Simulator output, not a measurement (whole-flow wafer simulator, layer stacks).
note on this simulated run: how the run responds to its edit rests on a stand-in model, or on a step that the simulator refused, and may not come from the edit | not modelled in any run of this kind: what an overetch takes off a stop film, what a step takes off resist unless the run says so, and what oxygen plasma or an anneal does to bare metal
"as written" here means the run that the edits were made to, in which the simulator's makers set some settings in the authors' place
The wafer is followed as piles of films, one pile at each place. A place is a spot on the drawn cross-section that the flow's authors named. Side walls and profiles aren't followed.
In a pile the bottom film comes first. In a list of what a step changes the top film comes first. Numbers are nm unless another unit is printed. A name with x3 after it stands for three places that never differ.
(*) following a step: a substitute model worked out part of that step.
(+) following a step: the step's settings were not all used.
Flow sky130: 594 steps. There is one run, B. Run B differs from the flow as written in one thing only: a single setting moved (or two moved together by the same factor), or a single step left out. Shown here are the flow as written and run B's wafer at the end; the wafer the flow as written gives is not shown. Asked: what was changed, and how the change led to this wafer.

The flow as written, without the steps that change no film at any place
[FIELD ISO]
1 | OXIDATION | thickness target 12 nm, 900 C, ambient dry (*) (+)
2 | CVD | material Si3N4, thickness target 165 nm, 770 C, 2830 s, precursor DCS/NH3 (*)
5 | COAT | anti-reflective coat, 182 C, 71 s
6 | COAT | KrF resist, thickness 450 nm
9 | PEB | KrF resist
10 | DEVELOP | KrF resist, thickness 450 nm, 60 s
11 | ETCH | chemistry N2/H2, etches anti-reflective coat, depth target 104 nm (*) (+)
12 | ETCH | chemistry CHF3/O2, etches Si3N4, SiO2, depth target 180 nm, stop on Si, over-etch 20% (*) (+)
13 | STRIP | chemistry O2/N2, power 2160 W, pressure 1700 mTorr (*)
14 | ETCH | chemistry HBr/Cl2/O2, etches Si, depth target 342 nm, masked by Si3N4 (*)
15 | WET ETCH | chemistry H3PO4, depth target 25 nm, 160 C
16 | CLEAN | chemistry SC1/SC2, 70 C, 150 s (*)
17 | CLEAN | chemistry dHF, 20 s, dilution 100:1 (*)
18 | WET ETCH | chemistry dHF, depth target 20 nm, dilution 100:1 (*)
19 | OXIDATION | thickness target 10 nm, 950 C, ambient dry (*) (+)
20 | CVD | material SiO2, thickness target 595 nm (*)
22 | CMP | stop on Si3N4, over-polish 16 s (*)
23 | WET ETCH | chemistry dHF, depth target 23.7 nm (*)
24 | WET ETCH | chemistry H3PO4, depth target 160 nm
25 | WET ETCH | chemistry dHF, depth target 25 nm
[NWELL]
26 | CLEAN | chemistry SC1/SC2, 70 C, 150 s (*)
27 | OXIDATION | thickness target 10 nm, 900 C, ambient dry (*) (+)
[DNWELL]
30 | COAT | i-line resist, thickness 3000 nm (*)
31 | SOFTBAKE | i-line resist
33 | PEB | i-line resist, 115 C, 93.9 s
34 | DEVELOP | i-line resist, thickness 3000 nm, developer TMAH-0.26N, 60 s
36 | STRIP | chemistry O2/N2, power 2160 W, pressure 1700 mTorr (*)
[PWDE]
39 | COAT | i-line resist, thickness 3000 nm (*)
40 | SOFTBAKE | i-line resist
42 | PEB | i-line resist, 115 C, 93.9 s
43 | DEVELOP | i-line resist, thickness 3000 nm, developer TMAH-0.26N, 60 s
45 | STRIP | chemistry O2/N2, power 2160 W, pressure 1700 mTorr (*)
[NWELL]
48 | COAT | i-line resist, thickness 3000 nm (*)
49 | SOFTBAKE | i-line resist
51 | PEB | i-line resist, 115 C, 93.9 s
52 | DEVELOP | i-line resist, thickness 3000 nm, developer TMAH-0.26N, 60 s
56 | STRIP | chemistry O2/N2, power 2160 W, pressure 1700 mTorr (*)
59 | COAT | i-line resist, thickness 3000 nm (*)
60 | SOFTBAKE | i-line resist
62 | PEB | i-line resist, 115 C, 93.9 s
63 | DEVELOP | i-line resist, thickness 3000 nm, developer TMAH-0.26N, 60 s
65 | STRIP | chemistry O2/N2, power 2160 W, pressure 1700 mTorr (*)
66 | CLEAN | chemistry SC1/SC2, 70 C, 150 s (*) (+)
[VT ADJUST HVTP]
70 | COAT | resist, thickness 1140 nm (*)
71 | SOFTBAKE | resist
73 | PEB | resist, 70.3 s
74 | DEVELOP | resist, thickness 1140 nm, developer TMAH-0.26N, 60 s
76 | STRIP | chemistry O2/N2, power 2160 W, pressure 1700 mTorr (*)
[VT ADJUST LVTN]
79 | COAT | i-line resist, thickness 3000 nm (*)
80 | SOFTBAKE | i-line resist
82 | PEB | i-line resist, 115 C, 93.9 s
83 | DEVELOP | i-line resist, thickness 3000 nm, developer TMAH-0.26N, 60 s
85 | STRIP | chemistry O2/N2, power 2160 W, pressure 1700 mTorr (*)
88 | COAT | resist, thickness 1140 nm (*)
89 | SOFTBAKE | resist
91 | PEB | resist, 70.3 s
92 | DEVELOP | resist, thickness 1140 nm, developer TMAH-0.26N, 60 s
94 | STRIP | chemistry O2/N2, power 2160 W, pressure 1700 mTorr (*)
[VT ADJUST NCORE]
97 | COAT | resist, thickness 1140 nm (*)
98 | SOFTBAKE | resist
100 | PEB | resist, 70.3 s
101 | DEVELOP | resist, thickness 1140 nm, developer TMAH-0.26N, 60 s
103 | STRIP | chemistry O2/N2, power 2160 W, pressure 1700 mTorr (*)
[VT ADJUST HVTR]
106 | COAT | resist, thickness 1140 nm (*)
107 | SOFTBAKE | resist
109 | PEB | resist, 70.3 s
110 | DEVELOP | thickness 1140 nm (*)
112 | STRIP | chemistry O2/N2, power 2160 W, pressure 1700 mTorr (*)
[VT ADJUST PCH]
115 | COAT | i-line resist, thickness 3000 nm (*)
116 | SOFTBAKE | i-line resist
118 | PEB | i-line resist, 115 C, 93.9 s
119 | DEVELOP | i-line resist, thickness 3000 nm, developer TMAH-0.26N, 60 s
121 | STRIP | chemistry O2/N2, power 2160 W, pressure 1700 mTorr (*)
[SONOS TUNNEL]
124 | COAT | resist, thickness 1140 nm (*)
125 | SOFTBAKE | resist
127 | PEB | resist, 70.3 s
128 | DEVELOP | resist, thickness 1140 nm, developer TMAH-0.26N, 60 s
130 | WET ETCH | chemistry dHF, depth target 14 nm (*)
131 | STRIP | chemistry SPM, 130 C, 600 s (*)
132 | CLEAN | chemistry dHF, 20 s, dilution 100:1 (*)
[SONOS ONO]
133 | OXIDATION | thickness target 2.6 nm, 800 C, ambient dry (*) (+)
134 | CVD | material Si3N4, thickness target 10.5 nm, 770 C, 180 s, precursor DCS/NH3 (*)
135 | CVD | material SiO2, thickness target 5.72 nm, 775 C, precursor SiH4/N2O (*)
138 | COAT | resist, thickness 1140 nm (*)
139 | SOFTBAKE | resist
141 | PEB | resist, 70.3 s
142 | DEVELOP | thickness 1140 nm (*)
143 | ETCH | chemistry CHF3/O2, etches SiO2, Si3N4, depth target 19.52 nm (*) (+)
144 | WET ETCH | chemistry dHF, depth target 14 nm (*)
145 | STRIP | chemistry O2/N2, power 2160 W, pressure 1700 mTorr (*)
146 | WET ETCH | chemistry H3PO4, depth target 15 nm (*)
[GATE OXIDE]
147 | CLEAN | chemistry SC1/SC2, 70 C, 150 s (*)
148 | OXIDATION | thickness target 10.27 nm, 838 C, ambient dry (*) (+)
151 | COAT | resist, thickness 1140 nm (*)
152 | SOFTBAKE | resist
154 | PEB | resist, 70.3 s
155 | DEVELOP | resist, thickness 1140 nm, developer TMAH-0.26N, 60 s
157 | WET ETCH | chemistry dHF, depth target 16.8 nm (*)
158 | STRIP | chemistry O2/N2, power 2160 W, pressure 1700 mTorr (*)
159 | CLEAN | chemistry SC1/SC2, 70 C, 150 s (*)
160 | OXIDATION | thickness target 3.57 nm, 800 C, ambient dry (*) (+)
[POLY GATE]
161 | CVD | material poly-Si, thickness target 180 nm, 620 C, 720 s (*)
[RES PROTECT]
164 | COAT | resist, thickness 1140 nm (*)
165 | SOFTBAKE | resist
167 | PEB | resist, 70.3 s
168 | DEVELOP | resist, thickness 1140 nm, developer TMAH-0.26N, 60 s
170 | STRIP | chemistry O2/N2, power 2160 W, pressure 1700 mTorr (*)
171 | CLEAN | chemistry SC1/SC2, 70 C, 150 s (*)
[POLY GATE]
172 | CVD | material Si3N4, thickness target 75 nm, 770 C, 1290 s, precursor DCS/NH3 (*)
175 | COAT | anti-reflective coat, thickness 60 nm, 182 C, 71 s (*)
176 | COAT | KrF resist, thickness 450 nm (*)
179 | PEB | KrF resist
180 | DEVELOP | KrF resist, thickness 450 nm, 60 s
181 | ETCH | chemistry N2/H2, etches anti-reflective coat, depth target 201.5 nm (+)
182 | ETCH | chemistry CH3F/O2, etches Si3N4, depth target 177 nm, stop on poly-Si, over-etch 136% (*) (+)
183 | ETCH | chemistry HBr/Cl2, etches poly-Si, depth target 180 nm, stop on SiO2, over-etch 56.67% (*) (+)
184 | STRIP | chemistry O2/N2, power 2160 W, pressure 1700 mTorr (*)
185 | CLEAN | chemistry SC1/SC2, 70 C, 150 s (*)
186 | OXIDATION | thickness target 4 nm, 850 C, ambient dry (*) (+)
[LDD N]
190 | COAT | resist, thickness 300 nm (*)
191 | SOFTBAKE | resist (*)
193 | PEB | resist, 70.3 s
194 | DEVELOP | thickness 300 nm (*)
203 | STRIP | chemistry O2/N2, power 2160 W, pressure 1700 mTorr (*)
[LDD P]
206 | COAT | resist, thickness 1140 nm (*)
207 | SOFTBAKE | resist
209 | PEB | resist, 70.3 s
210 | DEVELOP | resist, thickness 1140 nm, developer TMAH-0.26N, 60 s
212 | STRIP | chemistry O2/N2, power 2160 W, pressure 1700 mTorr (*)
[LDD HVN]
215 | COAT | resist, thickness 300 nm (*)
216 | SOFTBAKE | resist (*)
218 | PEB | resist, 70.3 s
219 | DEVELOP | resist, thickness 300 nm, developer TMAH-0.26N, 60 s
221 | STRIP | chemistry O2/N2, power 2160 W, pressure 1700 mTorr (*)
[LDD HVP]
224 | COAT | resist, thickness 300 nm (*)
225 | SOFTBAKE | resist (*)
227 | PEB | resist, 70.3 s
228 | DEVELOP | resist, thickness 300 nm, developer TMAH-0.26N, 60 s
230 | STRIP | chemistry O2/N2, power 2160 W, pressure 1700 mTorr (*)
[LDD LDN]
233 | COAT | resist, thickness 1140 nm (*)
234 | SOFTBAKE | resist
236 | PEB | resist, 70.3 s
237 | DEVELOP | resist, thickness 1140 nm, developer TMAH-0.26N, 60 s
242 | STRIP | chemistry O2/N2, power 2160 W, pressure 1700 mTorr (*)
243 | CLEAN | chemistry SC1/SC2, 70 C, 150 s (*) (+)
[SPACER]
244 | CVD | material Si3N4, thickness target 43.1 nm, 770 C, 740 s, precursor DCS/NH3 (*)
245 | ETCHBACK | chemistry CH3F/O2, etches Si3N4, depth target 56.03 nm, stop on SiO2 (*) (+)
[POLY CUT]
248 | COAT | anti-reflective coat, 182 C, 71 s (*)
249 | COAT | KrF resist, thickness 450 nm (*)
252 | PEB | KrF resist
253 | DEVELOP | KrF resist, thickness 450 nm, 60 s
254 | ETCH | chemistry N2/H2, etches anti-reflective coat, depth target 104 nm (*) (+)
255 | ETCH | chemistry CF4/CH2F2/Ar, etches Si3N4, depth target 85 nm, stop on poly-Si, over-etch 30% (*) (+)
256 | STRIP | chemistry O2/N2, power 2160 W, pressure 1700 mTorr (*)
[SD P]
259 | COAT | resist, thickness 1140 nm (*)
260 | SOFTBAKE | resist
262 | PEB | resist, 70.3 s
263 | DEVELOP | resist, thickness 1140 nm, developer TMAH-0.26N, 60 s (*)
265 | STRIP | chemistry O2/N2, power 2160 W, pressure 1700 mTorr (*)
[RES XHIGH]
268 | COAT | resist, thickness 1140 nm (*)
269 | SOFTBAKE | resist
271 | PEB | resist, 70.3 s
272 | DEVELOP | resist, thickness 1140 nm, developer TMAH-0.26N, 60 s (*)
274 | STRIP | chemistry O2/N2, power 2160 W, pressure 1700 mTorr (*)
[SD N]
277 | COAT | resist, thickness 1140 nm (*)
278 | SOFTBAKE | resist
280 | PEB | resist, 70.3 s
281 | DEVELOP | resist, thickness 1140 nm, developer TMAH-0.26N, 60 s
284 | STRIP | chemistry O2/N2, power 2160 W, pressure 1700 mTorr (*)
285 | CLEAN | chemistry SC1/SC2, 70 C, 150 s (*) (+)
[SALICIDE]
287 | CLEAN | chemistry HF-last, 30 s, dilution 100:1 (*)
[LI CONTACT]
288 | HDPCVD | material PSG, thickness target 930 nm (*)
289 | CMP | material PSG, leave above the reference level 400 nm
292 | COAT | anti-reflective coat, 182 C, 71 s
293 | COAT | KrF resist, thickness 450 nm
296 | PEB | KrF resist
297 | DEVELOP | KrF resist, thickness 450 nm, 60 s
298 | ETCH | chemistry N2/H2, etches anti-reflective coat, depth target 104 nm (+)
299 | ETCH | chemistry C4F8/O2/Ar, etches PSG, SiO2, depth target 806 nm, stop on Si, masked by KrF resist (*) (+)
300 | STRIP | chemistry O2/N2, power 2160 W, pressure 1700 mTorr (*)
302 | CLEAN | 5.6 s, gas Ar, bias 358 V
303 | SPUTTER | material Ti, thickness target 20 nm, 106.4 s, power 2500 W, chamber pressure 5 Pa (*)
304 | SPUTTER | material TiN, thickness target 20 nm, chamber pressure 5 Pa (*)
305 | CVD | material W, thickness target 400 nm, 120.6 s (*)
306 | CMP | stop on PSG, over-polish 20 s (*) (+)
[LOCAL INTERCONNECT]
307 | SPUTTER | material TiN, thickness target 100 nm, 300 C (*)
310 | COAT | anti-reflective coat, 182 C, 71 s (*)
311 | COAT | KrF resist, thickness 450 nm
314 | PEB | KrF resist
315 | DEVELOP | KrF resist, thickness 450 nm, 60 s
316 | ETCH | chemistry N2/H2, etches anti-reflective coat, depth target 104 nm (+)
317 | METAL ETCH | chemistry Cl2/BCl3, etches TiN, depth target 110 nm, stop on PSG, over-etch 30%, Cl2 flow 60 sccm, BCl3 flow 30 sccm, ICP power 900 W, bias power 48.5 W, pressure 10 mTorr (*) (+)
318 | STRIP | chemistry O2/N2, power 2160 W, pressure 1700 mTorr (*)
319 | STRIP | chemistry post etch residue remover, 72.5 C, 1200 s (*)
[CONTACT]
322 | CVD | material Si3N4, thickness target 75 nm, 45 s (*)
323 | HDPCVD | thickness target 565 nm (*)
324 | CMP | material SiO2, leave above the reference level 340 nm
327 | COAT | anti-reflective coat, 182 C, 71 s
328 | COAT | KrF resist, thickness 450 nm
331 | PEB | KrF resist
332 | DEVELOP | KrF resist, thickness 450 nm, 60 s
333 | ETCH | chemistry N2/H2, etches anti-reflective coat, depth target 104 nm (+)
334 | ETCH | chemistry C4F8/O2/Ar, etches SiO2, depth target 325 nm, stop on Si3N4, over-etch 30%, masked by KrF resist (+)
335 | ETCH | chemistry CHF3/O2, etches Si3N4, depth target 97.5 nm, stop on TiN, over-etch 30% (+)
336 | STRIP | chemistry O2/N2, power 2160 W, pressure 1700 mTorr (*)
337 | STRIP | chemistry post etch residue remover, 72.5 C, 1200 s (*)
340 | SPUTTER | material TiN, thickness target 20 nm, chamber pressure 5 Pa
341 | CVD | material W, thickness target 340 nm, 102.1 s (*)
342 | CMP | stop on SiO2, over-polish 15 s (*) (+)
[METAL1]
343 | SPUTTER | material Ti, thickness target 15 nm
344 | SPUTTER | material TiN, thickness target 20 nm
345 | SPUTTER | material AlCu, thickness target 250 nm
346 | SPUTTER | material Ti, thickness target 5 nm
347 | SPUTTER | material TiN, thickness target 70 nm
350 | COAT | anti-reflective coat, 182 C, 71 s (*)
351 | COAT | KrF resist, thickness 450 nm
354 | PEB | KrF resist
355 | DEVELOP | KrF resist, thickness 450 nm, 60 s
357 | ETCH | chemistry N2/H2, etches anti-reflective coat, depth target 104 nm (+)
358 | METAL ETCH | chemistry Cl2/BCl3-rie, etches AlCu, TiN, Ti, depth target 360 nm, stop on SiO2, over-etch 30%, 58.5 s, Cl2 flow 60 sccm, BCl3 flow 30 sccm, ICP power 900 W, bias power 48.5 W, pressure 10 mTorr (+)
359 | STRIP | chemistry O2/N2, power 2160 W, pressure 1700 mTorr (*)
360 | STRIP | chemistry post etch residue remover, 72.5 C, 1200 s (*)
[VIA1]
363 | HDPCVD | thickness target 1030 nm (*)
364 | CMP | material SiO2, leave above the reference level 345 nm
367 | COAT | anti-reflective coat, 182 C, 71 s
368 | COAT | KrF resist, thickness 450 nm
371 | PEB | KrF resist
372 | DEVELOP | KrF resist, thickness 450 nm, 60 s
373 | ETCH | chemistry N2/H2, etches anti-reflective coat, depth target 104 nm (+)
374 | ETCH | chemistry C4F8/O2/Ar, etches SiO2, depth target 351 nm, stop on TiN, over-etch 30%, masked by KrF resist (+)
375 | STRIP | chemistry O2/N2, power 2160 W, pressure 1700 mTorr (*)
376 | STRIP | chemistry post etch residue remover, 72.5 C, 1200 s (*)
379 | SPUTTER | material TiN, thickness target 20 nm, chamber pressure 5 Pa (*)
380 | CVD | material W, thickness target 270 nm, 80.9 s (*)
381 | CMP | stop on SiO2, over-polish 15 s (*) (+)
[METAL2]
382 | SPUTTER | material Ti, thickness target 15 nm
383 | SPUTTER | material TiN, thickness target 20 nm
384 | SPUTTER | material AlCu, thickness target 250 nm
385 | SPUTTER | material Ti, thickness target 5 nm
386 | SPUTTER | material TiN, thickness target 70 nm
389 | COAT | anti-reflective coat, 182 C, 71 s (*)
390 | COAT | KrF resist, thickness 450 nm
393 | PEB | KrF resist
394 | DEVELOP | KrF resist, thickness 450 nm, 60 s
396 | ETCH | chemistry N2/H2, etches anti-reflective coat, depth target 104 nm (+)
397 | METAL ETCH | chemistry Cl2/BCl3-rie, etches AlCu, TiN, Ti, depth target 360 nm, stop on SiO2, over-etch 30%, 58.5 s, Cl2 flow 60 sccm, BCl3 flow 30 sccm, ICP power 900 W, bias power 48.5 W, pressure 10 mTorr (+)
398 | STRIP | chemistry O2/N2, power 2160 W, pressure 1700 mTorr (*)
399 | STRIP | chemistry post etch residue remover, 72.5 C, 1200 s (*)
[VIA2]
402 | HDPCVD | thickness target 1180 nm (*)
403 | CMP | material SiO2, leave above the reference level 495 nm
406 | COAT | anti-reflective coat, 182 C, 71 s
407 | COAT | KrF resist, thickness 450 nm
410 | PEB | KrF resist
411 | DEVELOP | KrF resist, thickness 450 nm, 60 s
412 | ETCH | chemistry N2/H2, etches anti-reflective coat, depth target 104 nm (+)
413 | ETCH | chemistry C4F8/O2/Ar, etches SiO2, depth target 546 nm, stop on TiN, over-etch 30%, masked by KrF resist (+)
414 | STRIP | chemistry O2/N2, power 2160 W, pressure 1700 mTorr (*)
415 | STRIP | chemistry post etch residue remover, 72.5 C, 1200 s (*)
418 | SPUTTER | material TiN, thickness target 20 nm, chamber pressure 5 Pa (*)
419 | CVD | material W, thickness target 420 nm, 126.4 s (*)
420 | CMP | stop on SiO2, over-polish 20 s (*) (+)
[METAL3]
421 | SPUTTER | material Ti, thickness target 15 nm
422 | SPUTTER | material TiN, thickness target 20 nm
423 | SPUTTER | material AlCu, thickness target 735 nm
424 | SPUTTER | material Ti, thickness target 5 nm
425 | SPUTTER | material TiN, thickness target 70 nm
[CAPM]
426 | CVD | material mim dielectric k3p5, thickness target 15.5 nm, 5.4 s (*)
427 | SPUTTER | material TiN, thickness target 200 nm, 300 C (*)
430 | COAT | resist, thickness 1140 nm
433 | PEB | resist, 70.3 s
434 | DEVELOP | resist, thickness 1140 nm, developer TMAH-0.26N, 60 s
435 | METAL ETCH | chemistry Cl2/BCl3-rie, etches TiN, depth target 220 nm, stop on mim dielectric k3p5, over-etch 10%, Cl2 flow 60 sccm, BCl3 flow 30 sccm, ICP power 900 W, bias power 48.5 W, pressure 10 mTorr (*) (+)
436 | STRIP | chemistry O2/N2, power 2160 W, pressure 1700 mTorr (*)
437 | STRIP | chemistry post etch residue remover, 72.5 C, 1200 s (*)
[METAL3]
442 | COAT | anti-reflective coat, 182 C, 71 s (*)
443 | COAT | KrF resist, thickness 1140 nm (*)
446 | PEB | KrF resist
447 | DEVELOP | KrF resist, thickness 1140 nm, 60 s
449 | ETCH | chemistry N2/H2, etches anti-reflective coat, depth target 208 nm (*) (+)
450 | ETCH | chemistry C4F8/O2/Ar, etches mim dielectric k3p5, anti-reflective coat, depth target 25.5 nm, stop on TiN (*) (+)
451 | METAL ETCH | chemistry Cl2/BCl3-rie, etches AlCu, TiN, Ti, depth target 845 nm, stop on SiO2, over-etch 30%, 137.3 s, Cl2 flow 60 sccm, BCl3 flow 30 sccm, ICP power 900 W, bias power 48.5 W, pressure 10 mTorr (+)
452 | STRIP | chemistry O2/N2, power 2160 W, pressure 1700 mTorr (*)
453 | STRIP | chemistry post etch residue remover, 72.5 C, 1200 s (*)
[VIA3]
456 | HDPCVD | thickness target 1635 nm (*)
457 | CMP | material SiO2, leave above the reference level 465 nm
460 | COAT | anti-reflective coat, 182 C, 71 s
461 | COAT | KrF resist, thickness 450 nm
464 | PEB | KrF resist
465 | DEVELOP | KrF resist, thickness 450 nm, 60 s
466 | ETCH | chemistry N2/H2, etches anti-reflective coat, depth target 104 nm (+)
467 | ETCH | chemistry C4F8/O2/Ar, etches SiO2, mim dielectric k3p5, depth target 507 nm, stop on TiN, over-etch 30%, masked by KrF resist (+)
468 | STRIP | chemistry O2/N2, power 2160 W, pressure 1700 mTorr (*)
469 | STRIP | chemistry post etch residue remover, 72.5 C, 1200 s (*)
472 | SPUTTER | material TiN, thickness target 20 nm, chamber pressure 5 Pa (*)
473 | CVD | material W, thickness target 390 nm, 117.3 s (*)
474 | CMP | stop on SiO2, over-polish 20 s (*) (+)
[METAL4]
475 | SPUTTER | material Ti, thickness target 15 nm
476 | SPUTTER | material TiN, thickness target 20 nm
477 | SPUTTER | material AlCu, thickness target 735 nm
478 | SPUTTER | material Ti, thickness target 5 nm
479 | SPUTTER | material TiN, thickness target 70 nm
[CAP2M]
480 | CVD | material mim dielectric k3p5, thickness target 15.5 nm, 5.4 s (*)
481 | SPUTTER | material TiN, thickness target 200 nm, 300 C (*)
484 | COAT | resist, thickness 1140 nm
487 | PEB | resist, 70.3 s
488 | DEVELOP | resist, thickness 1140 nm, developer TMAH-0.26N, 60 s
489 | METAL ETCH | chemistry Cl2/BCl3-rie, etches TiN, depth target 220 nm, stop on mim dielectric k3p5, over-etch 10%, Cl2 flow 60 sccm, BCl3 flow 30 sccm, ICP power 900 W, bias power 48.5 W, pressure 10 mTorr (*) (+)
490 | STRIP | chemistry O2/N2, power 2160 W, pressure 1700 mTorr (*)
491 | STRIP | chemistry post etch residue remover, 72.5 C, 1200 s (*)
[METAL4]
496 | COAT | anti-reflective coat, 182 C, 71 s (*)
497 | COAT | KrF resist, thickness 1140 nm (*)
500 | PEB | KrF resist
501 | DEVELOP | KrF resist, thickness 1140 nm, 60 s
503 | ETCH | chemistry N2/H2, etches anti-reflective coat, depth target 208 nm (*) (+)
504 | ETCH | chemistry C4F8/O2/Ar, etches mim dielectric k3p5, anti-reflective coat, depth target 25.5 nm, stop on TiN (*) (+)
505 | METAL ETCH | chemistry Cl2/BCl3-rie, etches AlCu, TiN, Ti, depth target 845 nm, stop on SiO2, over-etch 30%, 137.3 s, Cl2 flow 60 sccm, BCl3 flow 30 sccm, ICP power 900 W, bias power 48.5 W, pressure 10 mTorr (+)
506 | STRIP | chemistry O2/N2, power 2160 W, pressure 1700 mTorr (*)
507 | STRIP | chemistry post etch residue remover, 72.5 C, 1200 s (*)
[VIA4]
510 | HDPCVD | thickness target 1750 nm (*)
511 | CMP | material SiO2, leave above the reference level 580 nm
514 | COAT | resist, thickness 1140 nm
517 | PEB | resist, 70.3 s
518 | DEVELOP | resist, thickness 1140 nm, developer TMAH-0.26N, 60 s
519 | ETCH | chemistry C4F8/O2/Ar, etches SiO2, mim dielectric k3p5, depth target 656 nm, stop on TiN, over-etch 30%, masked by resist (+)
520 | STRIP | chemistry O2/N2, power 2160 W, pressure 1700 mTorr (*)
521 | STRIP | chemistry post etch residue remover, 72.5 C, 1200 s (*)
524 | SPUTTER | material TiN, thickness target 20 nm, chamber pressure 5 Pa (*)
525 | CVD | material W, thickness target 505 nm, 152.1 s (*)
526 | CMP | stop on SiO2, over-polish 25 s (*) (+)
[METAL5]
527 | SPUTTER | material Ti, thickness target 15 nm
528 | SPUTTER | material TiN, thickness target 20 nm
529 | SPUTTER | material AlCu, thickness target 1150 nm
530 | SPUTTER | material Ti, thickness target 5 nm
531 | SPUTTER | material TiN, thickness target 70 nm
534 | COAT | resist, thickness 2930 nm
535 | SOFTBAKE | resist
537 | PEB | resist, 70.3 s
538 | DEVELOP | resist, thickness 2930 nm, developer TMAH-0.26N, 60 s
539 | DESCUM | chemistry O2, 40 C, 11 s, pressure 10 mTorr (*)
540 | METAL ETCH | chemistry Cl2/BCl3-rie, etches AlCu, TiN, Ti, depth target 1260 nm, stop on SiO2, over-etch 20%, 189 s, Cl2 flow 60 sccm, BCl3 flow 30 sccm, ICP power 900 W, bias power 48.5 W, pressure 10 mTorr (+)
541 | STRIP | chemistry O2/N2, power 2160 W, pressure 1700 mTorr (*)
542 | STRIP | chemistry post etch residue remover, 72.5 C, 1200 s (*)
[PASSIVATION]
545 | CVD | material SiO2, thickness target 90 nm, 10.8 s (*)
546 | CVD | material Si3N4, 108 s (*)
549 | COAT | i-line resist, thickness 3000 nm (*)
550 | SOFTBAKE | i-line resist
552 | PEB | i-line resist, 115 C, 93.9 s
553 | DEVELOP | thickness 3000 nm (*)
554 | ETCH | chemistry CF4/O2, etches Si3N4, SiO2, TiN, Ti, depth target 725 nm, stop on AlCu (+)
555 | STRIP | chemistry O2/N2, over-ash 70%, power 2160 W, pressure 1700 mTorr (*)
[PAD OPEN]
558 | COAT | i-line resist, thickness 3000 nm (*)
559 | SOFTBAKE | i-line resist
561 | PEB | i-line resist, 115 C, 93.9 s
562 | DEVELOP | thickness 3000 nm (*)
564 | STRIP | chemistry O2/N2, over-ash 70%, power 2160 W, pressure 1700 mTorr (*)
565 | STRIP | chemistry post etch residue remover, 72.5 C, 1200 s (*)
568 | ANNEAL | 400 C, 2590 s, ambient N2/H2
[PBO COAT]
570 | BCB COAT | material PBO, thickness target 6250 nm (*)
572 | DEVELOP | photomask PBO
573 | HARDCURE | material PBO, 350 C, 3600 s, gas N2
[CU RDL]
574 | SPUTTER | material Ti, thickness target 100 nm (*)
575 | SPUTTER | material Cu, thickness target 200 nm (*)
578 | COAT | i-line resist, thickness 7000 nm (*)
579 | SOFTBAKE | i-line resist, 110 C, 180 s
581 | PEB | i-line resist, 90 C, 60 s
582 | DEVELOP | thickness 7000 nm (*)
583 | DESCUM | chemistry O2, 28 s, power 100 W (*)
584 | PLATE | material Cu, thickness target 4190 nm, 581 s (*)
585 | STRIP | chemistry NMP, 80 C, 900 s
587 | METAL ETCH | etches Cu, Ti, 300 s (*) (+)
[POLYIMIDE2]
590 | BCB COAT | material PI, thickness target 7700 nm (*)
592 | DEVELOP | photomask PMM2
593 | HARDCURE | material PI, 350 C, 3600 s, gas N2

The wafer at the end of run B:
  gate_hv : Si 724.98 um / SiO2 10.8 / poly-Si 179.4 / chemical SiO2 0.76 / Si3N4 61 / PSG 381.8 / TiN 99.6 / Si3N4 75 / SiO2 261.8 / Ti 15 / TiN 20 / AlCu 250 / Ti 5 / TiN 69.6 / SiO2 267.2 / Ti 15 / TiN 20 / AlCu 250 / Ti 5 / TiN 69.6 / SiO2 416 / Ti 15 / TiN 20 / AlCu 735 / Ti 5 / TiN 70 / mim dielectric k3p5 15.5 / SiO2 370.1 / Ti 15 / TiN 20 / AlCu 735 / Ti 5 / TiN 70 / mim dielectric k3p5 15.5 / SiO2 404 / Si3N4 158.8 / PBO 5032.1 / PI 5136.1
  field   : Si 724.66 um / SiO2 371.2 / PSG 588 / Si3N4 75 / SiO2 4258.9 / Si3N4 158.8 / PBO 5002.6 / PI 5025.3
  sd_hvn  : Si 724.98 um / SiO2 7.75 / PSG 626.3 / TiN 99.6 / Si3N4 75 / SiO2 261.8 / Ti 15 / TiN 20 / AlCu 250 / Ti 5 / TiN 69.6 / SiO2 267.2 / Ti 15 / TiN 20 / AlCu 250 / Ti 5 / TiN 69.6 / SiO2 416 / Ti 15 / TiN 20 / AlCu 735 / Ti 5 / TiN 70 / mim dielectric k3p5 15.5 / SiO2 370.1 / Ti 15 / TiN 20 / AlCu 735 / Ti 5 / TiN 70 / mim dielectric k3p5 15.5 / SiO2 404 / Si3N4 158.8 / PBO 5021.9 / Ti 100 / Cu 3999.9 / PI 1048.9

Cause: step 511, CMP: leave above the reference level 400 nm was run, though the flow has leave above the reference level 580 nm.

The path from the change to this, step by step:
  511 | CMP | material SiO2, leave above the reference level 580 nm
      n_well, p_well, gate_hv and 99 more: SiO2 loses 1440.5 (it would be, as written: SiO2 loses 1260.5)
      field, active, gate and 77 more: SiO2 loses 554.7 (it would be, as written: SiO2 loses 374.7)
      (and at 11 other places as well)
  519 | ETCH | chemistry C4F8/O2/Ar, etches SiO2, mim dielectric k3p5, depth target 656 nm, stop on TiN, over-etch 30%, masked by resist (+)
      field, active, n_well and 188 more: resist loses 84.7 (it would be, as written: resist loses 131.2)
      m1: SiO2 loses 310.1 (all of it), mim dielectric k3p5 loses 15.5 (all of it) (it would be, as written: SiO2 loses 490.1 (all of it), mim dielectric k3p5 loses 15.5 (all of it))
      (and at 1 other place as well)
  520 | STRIP | chemistry O2/N2, power 2160 W, pressure 1700 mTorr (*)
      field, active, n_well and 188 more: resist loses 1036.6 (all of it) (it would be, as written: resist loses 990.1 (all of it))
  524 | SPUTTER | material TiN, thickness target 20 nm, chamber pressure 5 Pa (*)
      m1, via4_hole: TiN gains 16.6 (it would be, as written: TiN gains 15.3)
  525 | CVD | material W, thickness target 505 nm, 152.1 s (*)
      m1: W gains 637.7 (new film) (it would be, as written: W gains 1015.8 (new film))
      via4_hole: W gains 638.8 (new film) (it would be, as written: W gains 1015.2 (new film))
  526 | CMP | stop on SiO2, over-polish 25 s (*) (+)
      m1: W loses 335.9 (it would be, as written: W loses 532.7)
      via4_hole: W loses 337.6 (it would be, as written: W loses 532.7)
